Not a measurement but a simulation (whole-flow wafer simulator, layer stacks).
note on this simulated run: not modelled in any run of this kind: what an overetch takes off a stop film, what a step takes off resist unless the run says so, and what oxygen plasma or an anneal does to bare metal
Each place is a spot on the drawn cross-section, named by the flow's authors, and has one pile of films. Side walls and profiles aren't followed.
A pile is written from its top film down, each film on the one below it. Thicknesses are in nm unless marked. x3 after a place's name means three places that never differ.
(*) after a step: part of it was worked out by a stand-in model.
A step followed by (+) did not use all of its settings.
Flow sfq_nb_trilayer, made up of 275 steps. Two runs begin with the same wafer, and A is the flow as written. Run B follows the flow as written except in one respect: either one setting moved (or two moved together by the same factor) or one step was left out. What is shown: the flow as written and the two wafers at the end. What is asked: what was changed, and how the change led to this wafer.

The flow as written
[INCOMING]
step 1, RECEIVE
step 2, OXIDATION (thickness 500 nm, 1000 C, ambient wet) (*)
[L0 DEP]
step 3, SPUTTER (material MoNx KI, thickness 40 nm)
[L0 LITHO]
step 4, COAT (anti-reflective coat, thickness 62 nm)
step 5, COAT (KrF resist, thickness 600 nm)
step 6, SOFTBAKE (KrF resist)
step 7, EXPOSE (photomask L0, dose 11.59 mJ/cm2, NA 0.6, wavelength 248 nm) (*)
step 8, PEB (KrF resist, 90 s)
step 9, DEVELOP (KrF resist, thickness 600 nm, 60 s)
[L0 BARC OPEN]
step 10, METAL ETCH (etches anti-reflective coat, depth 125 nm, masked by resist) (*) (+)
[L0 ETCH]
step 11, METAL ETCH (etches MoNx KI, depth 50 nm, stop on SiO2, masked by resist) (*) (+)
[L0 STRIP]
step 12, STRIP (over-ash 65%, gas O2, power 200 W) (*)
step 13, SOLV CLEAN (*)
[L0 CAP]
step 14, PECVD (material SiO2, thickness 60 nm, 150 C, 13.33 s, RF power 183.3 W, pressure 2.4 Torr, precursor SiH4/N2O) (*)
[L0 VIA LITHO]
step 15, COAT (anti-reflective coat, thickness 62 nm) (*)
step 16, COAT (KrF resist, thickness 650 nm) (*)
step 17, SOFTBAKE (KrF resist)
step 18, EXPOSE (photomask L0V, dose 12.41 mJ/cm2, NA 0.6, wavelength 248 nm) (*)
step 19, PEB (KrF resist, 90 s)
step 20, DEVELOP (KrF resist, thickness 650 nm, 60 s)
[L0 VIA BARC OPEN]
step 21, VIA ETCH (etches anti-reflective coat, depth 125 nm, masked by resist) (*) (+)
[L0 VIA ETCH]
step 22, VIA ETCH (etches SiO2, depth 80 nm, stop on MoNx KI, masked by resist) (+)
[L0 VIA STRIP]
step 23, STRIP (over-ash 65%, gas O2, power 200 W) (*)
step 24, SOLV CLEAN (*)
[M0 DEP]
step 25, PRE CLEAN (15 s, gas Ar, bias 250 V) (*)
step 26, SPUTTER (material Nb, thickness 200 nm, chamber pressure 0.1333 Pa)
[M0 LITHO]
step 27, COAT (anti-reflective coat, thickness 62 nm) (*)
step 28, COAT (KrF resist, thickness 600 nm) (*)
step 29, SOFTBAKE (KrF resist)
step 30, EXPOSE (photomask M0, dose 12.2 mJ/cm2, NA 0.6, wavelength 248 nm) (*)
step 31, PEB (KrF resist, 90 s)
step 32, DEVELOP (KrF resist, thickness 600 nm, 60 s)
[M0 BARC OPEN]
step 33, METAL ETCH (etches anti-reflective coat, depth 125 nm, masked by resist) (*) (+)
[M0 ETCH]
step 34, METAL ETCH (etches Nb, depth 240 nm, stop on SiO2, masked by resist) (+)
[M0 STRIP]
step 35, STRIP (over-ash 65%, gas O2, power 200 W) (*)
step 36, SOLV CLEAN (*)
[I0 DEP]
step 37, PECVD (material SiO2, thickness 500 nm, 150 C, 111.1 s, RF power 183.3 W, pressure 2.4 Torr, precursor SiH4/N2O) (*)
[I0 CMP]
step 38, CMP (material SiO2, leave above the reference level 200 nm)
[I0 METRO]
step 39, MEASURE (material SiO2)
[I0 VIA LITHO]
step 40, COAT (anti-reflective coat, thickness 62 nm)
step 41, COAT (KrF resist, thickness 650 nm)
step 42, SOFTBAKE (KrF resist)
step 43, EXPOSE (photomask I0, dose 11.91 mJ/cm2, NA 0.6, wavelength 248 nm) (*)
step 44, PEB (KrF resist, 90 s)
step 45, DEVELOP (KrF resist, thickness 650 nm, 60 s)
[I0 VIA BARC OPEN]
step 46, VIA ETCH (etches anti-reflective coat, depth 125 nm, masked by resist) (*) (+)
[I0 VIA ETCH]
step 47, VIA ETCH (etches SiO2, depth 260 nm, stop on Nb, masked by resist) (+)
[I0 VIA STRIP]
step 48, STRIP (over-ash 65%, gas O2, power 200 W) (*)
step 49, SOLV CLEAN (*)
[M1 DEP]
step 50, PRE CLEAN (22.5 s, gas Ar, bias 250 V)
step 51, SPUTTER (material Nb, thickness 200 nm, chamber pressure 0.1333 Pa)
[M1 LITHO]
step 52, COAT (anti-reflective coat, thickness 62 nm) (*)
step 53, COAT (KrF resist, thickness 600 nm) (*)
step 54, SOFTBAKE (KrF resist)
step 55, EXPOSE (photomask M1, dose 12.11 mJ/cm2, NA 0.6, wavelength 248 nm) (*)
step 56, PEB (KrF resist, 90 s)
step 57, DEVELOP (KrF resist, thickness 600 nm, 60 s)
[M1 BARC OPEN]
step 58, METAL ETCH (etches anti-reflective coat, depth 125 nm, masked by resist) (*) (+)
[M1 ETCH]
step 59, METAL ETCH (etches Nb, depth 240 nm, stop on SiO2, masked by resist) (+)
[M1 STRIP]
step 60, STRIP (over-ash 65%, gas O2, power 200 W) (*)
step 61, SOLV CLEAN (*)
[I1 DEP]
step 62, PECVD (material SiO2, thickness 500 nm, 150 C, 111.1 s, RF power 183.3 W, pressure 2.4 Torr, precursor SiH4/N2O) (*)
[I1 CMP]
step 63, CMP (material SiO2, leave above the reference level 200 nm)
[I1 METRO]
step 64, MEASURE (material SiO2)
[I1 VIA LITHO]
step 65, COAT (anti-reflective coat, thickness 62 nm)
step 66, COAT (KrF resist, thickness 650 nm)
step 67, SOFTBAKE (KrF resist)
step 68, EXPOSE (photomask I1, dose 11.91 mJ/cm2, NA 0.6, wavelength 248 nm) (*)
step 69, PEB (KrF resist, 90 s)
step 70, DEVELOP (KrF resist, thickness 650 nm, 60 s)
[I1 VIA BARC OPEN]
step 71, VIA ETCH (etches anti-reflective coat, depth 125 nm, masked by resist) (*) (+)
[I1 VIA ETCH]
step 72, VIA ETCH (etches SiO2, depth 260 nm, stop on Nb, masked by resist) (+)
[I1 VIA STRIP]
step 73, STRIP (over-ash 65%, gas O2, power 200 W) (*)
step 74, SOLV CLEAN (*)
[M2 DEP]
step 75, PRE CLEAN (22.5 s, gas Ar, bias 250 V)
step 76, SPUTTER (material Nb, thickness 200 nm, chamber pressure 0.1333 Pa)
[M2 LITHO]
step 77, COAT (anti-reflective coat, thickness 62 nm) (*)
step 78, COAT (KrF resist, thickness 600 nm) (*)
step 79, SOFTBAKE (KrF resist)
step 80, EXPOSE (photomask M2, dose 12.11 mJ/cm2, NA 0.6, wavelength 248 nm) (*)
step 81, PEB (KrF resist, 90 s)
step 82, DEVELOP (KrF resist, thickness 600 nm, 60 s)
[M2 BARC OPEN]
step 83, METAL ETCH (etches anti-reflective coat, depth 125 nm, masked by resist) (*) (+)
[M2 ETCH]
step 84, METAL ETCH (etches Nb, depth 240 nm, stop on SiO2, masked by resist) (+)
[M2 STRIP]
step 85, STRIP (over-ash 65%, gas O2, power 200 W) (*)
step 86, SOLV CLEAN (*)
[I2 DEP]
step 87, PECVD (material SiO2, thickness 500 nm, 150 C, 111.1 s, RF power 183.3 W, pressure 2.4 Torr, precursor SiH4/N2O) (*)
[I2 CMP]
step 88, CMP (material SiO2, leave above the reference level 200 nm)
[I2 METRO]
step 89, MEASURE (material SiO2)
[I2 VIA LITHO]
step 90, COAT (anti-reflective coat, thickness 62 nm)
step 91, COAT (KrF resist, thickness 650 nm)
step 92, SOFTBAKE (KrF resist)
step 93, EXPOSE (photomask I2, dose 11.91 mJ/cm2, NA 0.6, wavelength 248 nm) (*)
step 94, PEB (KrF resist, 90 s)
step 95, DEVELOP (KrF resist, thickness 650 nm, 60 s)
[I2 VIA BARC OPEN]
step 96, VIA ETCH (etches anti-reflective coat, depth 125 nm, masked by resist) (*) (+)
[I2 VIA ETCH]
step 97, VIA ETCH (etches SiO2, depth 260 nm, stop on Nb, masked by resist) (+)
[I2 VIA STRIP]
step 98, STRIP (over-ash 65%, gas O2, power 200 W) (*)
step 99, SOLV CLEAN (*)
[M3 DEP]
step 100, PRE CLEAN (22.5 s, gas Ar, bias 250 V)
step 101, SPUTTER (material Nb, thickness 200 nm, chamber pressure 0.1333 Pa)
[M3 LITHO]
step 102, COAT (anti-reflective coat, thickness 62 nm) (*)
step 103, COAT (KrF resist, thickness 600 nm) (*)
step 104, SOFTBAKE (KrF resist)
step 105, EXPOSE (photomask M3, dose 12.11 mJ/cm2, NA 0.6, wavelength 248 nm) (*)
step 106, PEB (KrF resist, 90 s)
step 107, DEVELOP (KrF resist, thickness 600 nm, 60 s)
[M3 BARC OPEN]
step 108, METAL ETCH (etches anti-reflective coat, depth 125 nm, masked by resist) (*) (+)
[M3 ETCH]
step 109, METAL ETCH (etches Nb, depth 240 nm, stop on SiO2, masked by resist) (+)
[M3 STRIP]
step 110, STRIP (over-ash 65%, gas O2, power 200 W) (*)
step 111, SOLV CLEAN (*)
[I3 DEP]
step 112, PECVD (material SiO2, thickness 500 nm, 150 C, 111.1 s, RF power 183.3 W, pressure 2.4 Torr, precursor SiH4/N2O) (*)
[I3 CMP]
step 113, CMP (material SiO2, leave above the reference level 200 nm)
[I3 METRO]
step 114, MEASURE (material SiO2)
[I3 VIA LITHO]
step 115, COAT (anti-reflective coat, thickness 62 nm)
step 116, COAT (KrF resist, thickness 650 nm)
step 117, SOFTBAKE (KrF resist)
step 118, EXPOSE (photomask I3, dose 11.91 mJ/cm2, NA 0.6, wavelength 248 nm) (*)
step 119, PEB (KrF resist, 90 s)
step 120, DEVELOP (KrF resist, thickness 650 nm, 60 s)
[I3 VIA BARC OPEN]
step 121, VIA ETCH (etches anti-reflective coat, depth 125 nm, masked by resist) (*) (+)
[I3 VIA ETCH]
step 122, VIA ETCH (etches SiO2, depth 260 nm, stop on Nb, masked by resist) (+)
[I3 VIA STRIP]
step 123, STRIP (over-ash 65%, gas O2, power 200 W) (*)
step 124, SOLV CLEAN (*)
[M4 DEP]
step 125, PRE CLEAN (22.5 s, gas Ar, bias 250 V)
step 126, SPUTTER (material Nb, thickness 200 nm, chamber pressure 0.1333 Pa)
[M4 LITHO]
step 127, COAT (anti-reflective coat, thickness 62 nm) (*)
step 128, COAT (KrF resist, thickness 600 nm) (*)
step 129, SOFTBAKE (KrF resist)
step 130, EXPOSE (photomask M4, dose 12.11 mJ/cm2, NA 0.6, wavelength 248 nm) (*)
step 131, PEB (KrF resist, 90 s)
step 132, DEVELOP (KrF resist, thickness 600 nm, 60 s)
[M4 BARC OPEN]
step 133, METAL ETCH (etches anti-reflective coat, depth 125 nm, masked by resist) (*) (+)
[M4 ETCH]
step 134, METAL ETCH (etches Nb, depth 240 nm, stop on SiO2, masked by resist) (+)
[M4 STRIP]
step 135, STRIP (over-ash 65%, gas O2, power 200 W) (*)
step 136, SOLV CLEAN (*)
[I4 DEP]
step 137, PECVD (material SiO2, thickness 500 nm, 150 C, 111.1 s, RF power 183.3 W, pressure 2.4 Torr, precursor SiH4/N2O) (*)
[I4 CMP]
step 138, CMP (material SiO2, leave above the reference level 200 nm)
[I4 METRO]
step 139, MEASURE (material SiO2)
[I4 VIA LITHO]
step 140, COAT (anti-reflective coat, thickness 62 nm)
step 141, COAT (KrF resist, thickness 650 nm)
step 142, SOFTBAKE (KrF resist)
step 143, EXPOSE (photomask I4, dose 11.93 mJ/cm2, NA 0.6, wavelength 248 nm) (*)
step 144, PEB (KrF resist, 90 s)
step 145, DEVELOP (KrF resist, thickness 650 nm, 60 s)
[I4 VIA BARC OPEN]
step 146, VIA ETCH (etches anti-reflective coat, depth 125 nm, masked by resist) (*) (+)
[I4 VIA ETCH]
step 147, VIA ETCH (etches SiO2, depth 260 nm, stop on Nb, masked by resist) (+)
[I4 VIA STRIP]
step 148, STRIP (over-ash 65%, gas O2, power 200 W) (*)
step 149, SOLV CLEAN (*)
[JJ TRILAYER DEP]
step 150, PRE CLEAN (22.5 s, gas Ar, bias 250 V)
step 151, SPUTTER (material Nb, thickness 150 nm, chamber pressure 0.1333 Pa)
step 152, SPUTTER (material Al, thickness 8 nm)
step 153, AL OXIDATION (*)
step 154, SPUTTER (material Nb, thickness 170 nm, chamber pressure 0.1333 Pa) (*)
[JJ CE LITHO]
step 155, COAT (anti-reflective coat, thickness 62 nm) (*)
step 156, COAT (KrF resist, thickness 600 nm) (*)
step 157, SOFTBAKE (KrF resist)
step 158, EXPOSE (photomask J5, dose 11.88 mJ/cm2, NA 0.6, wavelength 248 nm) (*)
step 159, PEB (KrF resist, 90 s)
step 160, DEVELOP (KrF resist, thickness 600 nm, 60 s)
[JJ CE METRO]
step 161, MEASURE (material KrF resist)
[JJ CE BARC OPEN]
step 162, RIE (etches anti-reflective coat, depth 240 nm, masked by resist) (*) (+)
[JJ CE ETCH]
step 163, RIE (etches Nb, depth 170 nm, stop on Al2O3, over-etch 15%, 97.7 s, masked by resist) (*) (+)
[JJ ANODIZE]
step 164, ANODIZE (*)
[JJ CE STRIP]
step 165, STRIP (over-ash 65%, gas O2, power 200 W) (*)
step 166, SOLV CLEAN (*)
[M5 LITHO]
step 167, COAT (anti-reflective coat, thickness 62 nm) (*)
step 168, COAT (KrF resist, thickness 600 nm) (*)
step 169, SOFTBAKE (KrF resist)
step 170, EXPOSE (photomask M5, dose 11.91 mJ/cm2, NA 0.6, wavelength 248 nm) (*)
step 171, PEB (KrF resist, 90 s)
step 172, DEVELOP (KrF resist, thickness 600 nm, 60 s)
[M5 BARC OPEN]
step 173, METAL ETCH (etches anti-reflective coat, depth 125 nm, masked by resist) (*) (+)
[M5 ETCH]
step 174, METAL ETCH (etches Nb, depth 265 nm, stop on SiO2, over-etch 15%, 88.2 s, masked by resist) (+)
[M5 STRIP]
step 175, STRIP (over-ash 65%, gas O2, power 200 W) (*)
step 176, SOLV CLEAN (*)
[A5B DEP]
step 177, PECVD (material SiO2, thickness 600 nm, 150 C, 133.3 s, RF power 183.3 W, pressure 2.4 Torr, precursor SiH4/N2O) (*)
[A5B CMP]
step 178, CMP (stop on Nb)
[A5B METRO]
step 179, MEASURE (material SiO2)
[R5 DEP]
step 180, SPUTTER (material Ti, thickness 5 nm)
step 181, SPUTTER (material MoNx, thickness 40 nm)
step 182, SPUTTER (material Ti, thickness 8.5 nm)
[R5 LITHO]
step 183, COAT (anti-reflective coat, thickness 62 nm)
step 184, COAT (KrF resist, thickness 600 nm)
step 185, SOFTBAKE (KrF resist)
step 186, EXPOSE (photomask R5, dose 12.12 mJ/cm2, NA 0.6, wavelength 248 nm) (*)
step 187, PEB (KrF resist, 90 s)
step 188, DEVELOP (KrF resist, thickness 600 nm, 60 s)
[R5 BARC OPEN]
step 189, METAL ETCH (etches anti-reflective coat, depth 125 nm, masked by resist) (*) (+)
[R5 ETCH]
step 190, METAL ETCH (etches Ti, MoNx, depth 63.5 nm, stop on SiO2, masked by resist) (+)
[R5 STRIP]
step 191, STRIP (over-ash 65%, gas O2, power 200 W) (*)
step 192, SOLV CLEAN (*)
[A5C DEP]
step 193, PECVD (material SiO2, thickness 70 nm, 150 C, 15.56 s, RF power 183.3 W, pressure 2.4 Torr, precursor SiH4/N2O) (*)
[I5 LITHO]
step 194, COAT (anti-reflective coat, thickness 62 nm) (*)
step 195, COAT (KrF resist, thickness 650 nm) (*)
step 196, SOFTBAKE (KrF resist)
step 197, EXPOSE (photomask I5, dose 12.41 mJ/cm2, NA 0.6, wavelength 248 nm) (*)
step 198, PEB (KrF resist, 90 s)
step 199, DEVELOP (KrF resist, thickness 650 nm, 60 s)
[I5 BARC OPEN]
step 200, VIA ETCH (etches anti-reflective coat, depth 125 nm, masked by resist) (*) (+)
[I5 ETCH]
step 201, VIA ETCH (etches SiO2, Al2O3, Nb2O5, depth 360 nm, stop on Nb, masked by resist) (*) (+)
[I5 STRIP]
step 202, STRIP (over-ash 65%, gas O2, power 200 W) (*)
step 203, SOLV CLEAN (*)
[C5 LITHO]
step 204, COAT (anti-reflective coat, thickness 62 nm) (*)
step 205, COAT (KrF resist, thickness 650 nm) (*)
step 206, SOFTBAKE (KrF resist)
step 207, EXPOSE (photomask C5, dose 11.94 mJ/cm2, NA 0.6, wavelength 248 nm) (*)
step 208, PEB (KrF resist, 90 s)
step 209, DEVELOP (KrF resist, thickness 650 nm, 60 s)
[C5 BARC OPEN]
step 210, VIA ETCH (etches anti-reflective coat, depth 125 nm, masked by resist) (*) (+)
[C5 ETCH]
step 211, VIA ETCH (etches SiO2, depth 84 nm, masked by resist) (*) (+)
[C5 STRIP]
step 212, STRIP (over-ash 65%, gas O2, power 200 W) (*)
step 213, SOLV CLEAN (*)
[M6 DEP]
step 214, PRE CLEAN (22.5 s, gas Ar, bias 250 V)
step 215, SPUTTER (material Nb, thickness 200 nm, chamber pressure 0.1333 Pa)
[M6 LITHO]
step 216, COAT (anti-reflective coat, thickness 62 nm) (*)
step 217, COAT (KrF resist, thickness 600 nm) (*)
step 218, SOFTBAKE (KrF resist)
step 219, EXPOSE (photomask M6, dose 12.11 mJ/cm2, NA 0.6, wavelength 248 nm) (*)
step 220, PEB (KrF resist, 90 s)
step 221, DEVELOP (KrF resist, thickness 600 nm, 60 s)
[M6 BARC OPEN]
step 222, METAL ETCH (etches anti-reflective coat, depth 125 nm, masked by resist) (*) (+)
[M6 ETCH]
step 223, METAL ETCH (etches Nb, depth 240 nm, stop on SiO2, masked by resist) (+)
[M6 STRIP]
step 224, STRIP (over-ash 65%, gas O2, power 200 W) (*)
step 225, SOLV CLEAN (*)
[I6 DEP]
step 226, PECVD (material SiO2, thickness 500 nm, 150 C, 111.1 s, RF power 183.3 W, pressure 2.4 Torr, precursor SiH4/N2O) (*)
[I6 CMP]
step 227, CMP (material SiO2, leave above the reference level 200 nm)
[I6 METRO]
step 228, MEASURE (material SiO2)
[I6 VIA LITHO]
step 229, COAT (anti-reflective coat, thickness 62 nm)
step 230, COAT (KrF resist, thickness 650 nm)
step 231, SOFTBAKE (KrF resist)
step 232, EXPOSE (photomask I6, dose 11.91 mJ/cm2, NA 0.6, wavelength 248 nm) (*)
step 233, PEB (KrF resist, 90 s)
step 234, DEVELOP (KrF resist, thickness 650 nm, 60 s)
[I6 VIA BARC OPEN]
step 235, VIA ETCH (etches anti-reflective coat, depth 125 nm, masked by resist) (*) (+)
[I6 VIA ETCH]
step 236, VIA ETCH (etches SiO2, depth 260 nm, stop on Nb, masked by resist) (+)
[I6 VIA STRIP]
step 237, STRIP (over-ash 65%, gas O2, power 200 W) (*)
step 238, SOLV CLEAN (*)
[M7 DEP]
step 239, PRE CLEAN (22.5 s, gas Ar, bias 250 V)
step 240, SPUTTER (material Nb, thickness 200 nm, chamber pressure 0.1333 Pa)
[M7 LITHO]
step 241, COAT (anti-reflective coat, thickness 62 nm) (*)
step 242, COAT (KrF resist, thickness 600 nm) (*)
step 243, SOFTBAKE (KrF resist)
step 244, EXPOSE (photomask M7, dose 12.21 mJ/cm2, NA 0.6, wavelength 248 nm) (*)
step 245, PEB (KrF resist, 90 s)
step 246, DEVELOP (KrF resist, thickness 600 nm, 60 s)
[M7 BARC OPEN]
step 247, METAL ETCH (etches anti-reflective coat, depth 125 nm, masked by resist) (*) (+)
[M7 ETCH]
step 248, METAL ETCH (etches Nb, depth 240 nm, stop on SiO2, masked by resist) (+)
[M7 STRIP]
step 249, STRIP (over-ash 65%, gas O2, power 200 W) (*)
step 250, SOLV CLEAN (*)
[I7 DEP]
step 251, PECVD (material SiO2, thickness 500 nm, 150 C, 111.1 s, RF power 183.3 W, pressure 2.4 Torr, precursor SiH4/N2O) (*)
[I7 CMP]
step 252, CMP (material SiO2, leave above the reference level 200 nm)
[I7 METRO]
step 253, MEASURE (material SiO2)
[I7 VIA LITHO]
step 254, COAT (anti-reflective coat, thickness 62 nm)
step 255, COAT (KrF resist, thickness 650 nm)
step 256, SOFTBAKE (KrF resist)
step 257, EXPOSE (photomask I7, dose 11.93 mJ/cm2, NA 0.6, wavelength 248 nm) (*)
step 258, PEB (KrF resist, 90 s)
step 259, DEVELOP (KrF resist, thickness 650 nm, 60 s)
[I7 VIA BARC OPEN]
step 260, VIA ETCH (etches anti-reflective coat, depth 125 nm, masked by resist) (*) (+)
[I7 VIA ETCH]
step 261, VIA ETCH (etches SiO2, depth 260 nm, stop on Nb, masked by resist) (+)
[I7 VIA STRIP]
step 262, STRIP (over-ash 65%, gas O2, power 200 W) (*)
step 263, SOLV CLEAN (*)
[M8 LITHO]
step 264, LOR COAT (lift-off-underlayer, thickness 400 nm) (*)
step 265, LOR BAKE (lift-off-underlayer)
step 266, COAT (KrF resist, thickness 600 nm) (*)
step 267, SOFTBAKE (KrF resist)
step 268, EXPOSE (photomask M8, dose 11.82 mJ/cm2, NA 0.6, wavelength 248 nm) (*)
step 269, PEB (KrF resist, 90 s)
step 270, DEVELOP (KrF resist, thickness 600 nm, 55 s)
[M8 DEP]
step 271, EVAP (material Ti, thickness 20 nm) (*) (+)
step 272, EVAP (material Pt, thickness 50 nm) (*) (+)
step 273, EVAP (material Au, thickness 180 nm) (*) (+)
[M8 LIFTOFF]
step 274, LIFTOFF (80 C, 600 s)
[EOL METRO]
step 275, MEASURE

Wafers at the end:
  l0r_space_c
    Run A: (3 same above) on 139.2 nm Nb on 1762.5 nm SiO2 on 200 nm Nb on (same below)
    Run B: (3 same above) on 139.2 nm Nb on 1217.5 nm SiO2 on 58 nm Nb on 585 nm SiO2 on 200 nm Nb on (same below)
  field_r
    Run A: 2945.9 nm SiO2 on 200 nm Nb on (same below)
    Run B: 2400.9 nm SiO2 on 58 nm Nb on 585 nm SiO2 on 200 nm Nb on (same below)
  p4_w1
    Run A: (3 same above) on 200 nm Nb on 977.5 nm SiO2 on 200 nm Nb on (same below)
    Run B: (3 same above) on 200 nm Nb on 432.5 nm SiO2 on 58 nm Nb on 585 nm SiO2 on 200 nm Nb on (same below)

What caused this: step 76, SPUTTER: thickness 298 nm was run, whereas the flow has thickness 200 nm.

The path from the change to this, step by step:
  step 76, SPUTTER (material Nb, thickness 200 nm, chamber pressure 0.1333 Pa)
      field_l, v_sur, via_wl and 102 more: A +200 Nb (new film) | B +298 Nb (new film)
      via_v: A +174.5 Nb | B +261.5 Nb
  step 84, METAL ETCH (etches Nb, depth 240 nm, stop on SiO2, masked by resist) (+)
      field_l, be, be_sur and 81 more: A -200 Nb (all of it) | B -240 Nb
  step 87, PECVD (material SiO2, thickness 500 nm, 150 C, 111.1 s, RF power 183.3 W, pressure 2.4 Torr, precursor SiH4/N2O) (*)
      field_l, be, be_sur and 81 more: A +500 SiO2 | B +500 SiO2 (new film)
      via_v: A +606 SiO2 (new film) | B +592.5 SiO2 (new film)
  step 88, CMP (material SiO2, leave above the reference level 200 nm)
      field_l, be, be_sur and 81 more: A -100 SiO2 | B -60 SiO2
      via_v: A -181.6 SiO2 | B -157.1 SiO2
Taking metal films that touch as one body, l0r_space_c has 3 bodies (between them, from the top down: SiO2 1217.5; SiO2 585); the flow as written gives 2 bodies (between them, from the top down: SiO2 1762.5).
Taking metal films that touch as one body, field_r has 2 bodies (between them, from the top down: SiO2 585); the flow as written gives 1 body.
Taking metal films that touch as one body, p4_w1 has 4 bodies (between them, from the top down: SiO2 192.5; SiO2 432.5; SiO2 585); the flow as written gives 3 bodies (between them, from the top down: SiO2 192.5; SiO2 977.5).
